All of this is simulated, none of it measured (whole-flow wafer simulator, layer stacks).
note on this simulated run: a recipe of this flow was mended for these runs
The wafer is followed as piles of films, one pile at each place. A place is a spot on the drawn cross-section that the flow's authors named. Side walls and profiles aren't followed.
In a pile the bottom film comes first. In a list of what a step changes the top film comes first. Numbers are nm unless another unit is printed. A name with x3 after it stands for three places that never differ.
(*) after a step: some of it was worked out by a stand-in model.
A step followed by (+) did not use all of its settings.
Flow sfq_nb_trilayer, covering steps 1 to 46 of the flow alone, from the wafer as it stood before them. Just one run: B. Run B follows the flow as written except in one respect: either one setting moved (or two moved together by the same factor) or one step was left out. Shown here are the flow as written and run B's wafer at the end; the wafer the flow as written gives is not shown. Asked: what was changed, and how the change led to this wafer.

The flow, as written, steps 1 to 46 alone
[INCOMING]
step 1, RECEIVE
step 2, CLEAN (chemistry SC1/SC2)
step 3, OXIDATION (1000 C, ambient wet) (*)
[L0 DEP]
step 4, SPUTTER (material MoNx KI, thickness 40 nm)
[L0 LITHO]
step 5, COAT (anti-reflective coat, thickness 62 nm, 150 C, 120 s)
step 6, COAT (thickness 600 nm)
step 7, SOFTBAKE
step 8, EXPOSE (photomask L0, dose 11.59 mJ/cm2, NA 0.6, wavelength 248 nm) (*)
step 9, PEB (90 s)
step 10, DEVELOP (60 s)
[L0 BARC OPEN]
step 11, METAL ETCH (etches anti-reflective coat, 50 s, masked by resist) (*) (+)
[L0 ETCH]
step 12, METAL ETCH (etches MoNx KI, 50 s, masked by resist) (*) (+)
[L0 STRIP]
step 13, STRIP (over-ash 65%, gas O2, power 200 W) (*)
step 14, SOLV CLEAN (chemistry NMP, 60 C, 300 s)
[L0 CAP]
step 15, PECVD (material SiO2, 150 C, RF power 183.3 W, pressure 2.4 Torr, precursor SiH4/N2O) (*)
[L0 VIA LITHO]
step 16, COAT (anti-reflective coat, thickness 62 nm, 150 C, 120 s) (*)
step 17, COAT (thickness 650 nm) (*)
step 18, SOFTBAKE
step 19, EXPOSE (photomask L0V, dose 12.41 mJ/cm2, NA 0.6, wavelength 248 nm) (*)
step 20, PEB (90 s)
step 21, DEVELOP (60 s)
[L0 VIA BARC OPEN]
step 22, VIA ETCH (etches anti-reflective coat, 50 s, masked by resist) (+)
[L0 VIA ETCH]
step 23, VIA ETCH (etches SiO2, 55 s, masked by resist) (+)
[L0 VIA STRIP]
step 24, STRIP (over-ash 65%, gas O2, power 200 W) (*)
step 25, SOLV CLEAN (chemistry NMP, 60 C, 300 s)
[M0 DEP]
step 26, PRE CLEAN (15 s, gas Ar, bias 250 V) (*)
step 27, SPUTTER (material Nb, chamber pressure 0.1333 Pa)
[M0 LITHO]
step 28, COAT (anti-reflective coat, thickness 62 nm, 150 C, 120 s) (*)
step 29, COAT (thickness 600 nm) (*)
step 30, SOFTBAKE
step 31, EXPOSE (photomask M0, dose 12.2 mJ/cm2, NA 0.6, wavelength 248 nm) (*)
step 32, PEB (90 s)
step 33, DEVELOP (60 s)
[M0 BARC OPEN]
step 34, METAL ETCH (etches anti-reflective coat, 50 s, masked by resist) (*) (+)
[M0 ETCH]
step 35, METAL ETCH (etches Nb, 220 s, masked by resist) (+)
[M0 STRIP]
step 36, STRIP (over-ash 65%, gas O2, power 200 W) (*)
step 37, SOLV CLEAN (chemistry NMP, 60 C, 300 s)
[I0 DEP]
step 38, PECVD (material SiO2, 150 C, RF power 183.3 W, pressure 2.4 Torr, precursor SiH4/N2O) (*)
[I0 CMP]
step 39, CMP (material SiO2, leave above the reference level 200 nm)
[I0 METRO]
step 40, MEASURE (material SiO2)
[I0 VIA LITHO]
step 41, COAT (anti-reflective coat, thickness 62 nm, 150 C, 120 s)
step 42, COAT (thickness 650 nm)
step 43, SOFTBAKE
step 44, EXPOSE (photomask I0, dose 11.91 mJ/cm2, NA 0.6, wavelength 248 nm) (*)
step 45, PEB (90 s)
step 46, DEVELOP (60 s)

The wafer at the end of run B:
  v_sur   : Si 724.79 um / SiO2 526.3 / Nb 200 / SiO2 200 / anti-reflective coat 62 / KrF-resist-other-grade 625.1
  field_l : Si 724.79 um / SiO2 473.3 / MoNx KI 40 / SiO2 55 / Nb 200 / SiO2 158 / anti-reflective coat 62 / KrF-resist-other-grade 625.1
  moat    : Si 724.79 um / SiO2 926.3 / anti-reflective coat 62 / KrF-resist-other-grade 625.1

Cause: step 3, OXIDATION: 992 C was run, though the flow has 1000 C.

How this came from the change, step by step:
  step 3, OXIDATION (1000 C, ambient wet) (*)
      field_l, v_sur, via_wl and 103 more: +473.3 SiO2 (new film), -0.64 chemical SiO2 (all of it), -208 Si (in the flow as written it would be: +500 SiO2 (new film), -0.64 chemical SiO2 (all of it), -219.7 Si)
